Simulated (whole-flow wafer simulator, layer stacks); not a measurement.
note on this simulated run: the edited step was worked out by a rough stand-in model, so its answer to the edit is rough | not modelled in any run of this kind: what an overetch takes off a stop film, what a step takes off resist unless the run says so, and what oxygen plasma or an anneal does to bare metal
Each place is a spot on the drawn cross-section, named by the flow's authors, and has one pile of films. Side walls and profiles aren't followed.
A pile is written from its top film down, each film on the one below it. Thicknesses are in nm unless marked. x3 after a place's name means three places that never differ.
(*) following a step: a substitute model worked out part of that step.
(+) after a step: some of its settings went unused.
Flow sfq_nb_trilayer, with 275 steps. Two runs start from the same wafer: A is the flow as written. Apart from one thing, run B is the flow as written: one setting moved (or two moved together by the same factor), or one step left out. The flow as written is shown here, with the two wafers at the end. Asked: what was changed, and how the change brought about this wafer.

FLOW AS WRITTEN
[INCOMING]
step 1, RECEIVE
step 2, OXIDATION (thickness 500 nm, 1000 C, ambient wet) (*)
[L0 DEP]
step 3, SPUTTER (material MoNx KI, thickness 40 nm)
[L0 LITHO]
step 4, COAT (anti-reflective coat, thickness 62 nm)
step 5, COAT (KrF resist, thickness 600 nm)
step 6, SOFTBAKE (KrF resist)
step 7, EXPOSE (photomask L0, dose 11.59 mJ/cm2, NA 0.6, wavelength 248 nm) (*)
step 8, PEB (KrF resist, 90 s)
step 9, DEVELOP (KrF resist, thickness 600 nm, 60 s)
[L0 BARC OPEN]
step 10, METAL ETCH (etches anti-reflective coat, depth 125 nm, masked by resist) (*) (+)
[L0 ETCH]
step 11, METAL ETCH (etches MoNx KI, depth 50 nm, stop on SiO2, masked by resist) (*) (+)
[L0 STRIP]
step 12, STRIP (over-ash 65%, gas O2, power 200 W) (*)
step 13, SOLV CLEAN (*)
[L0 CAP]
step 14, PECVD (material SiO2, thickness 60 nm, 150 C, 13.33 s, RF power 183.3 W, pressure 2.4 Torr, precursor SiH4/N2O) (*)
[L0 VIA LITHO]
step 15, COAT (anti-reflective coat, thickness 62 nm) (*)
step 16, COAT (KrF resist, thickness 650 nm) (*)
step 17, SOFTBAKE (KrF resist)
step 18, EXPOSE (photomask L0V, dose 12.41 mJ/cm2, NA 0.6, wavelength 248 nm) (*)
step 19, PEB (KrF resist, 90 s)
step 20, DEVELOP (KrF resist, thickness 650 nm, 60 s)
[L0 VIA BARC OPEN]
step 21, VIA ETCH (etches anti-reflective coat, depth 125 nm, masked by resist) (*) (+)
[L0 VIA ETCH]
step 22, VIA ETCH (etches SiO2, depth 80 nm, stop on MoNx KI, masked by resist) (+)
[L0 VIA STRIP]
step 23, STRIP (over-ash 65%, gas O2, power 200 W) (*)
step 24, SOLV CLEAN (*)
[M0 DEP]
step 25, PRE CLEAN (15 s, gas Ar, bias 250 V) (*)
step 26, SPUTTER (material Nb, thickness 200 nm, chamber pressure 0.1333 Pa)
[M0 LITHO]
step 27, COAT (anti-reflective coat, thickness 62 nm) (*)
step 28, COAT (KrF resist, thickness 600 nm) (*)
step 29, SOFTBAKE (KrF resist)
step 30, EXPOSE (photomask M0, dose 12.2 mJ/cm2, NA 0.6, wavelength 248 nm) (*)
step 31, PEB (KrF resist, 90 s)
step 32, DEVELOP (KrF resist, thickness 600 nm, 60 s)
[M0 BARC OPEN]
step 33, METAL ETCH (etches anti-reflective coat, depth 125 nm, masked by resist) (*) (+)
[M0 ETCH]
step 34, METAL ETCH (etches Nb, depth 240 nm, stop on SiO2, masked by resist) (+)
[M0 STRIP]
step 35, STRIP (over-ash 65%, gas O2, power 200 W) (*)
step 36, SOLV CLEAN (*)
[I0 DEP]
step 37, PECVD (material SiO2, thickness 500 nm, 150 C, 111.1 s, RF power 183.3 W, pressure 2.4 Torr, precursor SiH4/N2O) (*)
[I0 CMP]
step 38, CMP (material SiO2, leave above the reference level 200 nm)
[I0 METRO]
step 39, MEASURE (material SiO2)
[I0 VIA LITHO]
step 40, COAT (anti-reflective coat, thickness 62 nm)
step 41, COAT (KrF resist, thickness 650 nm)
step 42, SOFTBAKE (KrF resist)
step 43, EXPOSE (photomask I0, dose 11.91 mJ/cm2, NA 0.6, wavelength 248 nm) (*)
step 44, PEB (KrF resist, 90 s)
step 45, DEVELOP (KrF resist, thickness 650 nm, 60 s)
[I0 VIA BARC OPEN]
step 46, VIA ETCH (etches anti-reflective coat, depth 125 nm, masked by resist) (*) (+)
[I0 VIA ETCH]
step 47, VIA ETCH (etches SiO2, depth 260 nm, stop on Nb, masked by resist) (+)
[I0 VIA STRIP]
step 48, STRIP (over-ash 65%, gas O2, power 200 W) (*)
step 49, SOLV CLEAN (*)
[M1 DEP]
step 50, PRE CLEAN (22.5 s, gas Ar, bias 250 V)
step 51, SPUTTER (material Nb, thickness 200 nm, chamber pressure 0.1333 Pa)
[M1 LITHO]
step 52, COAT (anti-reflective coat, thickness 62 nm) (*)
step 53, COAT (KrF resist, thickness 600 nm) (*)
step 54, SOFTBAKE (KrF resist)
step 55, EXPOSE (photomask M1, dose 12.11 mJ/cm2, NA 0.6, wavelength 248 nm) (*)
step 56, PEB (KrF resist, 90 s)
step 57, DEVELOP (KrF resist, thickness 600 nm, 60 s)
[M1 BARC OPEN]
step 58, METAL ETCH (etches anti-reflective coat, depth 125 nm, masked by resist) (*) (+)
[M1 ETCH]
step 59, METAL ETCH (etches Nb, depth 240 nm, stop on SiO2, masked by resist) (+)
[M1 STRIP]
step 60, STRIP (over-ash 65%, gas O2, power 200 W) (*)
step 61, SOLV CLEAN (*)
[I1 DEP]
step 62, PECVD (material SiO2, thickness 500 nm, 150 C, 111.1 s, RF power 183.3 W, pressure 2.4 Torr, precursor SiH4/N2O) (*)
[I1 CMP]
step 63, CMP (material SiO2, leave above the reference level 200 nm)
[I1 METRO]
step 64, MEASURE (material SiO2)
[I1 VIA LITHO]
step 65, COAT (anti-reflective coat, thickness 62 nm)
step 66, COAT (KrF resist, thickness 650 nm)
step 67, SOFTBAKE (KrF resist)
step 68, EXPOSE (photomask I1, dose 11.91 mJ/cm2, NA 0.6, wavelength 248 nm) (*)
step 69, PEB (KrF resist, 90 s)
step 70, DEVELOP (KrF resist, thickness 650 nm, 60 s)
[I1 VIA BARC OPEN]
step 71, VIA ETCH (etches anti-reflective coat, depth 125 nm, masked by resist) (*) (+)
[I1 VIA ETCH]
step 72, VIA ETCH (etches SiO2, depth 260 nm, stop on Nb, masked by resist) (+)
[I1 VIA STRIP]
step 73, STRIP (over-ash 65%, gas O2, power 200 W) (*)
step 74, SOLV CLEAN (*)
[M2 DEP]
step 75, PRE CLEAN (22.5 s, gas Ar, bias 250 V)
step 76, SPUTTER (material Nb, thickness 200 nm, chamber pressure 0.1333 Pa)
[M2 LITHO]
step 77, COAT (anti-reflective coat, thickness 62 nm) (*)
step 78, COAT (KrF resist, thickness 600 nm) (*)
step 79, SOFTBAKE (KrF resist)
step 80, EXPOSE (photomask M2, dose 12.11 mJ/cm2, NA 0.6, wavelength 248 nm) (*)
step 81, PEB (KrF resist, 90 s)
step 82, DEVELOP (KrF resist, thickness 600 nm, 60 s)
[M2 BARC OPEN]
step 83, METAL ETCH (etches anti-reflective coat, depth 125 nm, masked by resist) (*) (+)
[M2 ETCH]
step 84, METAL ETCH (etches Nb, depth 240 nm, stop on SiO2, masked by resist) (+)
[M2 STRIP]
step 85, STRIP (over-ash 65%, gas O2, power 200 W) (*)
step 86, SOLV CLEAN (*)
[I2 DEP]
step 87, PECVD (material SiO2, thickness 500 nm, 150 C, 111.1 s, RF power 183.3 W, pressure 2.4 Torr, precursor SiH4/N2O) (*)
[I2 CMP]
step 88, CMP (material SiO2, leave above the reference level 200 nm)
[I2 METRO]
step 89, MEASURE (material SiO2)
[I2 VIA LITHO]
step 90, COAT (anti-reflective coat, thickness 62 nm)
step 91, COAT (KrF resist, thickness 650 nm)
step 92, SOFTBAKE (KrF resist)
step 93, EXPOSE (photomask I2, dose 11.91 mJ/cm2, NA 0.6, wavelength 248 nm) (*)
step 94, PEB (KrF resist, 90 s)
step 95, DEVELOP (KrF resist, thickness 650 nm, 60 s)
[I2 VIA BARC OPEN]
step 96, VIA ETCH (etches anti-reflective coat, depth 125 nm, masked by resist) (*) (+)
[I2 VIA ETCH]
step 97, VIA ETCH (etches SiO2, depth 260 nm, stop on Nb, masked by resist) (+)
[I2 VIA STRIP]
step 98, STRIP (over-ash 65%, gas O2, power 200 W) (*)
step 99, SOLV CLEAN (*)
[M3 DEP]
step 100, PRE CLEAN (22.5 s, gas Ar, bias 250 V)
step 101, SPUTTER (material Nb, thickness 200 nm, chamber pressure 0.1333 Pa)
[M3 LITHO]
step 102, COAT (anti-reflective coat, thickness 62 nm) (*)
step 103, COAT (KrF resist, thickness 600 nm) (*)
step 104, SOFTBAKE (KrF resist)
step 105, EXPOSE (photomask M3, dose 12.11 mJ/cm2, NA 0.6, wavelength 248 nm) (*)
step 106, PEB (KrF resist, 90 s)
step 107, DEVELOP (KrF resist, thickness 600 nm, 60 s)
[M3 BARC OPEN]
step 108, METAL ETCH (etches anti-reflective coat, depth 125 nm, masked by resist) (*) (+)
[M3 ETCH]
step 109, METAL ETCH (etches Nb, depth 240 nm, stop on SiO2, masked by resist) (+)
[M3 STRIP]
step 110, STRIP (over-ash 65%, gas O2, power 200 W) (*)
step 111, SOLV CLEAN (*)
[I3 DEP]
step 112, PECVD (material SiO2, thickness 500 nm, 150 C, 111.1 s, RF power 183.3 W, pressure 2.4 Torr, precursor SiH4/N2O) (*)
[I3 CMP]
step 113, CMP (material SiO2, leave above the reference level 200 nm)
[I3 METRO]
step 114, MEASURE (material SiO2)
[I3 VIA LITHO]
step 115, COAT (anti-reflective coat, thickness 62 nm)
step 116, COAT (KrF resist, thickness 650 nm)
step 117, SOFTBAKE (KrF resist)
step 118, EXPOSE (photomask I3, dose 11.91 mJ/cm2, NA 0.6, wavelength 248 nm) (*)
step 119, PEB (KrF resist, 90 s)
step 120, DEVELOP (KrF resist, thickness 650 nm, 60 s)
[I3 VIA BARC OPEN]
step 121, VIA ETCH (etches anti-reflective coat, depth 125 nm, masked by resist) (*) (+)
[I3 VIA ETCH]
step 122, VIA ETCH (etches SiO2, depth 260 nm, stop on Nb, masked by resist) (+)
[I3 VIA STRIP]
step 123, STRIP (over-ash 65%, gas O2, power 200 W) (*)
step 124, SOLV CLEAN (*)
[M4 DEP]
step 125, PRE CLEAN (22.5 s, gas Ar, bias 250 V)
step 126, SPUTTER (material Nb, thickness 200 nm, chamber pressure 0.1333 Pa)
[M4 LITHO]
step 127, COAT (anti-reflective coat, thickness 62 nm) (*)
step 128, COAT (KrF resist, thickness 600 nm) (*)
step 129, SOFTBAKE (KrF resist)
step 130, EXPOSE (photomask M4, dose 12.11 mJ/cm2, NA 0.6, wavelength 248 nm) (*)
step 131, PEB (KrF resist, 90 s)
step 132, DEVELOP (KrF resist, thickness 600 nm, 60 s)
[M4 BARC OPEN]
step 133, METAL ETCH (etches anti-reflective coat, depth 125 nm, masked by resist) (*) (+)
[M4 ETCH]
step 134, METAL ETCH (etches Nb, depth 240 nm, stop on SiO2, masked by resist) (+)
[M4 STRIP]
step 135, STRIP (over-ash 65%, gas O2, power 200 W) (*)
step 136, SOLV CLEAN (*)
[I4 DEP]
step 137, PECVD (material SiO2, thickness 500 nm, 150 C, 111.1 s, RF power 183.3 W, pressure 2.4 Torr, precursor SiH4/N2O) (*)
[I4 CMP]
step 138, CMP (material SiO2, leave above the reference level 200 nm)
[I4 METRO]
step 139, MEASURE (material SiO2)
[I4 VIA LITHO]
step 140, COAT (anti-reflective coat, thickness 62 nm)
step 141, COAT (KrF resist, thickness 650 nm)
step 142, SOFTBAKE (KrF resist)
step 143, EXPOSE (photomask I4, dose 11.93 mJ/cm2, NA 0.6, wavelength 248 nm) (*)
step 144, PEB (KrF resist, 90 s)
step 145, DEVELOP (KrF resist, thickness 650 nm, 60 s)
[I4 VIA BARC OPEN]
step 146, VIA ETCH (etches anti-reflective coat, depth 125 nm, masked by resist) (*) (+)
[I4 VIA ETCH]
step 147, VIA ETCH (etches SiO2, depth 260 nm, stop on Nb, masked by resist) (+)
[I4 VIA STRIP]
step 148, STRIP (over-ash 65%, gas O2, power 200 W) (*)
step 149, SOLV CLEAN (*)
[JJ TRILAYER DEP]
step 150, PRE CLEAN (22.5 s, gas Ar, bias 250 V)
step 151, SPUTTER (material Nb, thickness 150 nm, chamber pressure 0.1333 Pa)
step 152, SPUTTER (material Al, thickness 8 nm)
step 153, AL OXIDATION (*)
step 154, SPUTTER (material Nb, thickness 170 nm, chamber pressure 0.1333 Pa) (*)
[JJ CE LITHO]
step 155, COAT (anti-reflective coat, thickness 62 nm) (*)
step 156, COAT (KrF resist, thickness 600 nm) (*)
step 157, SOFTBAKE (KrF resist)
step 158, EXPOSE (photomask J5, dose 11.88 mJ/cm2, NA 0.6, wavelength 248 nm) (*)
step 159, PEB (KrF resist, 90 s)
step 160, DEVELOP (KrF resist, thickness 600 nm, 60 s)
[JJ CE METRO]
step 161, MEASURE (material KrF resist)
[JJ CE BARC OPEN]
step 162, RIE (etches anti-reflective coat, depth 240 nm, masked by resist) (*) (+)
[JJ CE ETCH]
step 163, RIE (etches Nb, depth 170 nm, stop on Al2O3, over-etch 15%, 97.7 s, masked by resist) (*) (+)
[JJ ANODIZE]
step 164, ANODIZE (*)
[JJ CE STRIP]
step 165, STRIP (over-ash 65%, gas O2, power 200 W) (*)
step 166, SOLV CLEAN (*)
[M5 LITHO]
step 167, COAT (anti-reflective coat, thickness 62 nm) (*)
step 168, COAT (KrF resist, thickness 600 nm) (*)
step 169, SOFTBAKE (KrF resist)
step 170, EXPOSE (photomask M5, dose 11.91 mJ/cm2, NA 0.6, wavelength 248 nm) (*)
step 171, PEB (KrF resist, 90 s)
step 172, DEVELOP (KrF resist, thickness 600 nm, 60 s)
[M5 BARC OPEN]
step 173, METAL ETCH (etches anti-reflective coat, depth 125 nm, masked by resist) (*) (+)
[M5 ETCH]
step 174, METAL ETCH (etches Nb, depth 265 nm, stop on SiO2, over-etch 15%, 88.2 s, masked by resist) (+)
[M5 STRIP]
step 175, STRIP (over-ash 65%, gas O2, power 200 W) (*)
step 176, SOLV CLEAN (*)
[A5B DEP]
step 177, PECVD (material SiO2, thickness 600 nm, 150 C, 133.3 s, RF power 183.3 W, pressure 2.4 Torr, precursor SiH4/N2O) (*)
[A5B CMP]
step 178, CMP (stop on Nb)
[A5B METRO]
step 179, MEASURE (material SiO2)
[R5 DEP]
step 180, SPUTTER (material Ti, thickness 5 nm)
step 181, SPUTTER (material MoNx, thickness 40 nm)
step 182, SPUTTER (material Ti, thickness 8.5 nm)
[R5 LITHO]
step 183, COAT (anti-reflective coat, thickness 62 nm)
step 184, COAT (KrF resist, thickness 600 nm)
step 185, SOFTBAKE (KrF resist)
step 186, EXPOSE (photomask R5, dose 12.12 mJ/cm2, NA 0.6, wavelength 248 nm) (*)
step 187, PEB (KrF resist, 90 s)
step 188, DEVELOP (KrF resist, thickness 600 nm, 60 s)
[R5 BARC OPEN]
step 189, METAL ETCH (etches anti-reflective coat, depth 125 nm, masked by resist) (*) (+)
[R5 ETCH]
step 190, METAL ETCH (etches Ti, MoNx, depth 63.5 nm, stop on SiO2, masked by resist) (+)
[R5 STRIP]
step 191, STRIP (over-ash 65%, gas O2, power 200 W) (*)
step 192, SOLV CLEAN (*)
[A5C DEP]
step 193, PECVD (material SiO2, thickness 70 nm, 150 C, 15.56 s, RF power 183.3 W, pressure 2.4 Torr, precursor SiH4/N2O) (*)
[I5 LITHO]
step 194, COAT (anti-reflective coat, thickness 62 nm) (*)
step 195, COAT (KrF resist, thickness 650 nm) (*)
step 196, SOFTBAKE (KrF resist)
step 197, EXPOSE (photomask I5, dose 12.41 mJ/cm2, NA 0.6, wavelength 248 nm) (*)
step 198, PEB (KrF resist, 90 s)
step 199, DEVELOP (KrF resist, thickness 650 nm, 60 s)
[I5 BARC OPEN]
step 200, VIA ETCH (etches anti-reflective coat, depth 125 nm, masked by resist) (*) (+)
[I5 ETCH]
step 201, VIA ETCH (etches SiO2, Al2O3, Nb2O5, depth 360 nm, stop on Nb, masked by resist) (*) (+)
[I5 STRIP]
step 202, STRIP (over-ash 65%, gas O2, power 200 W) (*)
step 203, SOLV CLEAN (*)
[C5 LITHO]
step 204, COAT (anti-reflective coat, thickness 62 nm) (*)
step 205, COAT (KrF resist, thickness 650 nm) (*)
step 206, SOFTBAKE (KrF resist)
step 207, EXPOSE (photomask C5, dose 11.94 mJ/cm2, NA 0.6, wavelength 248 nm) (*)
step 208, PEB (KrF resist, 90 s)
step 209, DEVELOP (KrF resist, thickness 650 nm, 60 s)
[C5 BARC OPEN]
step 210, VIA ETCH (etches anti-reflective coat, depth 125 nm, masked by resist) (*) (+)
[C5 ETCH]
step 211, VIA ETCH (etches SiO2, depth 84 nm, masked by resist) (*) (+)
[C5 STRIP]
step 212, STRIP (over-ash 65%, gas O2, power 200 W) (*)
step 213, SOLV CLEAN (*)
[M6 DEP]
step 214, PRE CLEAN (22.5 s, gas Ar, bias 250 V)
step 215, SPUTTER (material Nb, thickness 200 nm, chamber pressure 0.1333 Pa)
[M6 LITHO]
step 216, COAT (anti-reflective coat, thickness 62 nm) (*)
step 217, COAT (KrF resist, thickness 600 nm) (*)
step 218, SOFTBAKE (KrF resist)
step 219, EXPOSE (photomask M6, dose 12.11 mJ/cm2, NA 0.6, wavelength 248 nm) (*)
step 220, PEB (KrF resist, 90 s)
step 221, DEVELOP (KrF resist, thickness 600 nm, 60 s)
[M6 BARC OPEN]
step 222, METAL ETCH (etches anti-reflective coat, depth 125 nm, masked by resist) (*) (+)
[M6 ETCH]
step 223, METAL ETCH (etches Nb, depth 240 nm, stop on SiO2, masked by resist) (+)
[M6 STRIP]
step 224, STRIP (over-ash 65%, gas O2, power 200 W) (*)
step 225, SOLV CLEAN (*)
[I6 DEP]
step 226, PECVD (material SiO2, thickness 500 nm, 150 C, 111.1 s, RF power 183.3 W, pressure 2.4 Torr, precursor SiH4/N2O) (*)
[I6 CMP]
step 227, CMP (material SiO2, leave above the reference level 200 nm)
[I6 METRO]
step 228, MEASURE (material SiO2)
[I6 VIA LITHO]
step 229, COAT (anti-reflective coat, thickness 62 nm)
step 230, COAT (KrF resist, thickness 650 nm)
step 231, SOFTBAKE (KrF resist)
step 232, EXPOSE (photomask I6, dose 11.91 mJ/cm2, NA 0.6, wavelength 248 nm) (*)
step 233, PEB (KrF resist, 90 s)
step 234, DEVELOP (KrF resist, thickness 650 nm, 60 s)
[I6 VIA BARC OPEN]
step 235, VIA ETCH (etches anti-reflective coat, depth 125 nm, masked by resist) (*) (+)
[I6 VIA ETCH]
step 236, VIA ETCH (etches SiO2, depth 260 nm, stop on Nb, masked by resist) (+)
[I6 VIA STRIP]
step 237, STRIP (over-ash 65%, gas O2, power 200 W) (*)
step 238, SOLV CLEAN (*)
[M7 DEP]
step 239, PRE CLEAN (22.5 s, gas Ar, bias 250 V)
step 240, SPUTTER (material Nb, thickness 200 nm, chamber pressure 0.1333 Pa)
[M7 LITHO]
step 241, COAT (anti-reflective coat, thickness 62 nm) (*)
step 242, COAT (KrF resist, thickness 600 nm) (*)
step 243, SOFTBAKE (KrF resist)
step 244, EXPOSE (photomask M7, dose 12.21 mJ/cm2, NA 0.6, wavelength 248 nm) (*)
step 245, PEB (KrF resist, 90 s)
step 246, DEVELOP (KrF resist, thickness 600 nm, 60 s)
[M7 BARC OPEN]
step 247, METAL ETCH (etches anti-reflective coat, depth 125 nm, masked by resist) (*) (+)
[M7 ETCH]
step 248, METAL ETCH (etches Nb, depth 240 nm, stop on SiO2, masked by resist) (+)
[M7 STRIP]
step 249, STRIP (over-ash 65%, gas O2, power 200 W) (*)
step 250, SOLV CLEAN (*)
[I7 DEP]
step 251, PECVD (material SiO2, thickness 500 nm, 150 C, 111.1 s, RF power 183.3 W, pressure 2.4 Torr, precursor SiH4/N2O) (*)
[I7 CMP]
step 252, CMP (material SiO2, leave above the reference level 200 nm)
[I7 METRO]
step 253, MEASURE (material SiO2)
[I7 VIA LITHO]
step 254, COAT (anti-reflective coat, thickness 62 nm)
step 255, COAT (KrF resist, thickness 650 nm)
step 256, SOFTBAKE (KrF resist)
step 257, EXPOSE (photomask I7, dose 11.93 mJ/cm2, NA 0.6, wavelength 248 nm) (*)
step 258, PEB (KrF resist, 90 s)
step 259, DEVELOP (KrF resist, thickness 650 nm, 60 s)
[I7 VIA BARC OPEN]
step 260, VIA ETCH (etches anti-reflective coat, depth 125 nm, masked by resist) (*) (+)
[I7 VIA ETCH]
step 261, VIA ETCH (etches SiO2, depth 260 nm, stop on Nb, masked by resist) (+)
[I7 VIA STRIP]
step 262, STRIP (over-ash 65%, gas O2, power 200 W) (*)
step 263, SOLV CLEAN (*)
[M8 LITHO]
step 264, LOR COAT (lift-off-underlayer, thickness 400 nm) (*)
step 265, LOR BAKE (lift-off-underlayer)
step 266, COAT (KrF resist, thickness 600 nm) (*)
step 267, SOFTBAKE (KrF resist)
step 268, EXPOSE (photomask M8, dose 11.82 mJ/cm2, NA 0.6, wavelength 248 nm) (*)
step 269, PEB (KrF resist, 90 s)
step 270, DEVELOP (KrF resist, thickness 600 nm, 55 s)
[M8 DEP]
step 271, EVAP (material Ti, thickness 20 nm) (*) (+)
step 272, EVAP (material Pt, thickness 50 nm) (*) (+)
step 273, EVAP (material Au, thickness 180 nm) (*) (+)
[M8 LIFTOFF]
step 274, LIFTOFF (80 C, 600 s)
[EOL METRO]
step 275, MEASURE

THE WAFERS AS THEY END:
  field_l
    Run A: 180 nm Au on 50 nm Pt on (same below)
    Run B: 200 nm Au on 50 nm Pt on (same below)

What caused this: step 273, EVAP: thickness 200 nm was run, while the flow as written has thickness 180 nm.
One can read it off the wafer: field_l has Au 200, and step 273 as written asks for 180 nm.

How this came from the change, step by step:
  step 273, EVAP (material Au, thickness 180 nm) (*) (+)
      field_l, v_sur, via_wl and 103 more: A Au gains 180 (new film) | B Au gains 200 (new film)
  step 274, LIFTOFF (80 C, 600 s)
      p4_fl, p4_fm, p4_w1 and 71 more: A Au loses 180 (all of it), Pt loses 50 (all of it), Ti loses 20 (all of it), KrF resist loses 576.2 (all of it), lift-off-underlayer loses 400 (all of it) | B Au loses 200 (all of it), Pt loses 50 (all of it), Ti loses 20 (all of it), KrF resist loses 576.2 (all of it), lift-off-underlayer loses 400 (all of it)
      c5j, ce_r: A Au loses 180 (all of it), Pt loses 50 (all of it), Ti loses 20 (all of it), KrF resist loses 573.3 (all of it), lift-off-underlayer loses 399.3 (all of it) | B Au loses 200 (all of it), Pt loses 50 (all of it), Ti loses 20 (all of it), KrF resist loses 573.3 (all of it), lift-off-underlayer loses 399.3 (all of it)
      (also at 19 further places)
